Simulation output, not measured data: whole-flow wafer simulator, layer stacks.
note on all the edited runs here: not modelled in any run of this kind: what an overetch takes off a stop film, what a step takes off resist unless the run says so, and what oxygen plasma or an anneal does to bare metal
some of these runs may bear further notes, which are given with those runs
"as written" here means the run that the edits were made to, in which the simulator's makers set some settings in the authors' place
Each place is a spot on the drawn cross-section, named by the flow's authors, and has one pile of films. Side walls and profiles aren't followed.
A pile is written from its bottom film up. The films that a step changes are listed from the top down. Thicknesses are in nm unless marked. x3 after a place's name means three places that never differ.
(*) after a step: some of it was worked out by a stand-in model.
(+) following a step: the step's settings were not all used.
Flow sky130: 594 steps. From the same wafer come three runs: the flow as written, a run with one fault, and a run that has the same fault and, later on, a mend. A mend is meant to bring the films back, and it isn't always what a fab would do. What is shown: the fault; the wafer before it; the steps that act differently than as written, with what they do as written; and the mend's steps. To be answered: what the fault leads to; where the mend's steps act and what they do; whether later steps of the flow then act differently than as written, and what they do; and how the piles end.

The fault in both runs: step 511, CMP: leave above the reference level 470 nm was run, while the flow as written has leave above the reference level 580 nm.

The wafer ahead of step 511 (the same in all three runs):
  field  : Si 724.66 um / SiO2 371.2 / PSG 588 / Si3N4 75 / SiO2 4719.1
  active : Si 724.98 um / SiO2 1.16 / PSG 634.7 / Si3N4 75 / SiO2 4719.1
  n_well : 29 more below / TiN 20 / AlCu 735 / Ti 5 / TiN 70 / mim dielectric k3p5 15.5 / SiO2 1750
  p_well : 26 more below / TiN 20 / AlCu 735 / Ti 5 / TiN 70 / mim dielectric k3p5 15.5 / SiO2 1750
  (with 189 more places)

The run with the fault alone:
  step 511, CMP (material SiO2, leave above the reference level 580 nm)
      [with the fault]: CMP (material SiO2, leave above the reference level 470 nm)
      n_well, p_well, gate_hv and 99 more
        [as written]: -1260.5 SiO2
        [with the fault]: -1370.5 SiO2
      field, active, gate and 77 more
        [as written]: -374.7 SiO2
        [with the fault]: -484.7 SiO2
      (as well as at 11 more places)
  Steps further on in the flow that do not act as written:
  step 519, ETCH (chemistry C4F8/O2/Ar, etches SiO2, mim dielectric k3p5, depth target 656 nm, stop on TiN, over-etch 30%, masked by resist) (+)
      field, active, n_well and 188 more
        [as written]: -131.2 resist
        [with the fault]: -102.9 resist
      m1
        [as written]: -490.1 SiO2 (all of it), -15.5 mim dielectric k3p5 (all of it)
        [with the fault]: -380.1 SiO2 (all of it), -15.5 mim dielectric k3p5 (all of it)
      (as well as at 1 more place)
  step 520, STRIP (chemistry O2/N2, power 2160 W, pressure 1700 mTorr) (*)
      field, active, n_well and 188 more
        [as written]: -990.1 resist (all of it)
        [with the fault]: -1018.4 resist (all of it)
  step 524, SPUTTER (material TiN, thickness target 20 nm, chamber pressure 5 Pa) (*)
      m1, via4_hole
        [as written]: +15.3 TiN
        [with the fault]: +16 TiN
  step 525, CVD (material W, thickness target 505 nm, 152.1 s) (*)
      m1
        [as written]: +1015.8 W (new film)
        [with the fault]: +905 W (new film)
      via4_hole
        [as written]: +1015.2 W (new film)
        [with the fault]: +708.5 W (new film)
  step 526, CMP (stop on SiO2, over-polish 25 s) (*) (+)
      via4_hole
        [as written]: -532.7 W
        [with the fault]: -336.8 W
  At field, active, n_well and 190 more, the piles at the end differ from the flow's by more than 2% or 0.5 nm, whichever is larger.
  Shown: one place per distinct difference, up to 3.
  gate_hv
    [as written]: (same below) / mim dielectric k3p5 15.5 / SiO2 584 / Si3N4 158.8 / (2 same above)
    [with the fault]: (same below) / mim dielectric k3p5 15.5 / SiO2 474 / Si3N4 158.8 / (2 same above)
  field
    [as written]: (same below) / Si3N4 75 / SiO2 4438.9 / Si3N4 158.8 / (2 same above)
    [with the fault]: (same below) / Si3N4 75 / SiO2 4328.9 / Si3N4 158.8 / (2 same above)
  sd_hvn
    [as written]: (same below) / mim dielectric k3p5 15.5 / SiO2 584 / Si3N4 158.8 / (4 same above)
    [with the fault]: (same below) / mim dielectric k3p5 15.5 / SiO2 474 / Si3N4 158.8 / (4 same above)

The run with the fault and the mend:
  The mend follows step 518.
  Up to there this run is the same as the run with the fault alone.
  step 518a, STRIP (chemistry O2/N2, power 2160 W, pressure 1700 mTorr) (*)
      field, active, n_well and 188 more
        -1121.3 resist (all of it)
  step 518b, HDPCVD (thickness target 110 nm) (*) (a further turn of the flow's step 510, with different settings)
      field, active, n_well and 190 more
        +110 SiO2
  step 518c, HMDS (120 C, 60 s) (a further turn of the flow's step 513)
      leaves every film unchanged at each place that is followed
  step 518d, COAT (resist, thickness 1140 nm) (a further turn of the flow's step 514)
      field, active, n_well and 190 more
        +1140 resist (new film)
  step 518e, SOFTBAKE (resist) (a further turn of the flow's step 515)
      leaves every film unchanged at each place that is followed
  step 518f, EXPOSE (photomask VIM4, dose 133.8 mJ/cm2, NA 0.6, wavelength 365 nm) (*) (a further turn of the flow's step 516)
      leaves every film unchanged at each place that is followed
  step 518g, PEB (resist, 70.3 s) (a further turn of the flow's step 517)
      field, active, n_well and 190 more
        -18.7 resist
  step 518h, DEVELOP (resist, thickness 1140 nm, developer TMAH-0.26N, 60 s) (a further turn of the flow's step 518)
      m1, via4_hole
        -1121.3 resist (all of it)
  Every later step of the flow that is run acts as written at every place that is followed.
  The piles end the same as the flow's at every place that both follow.
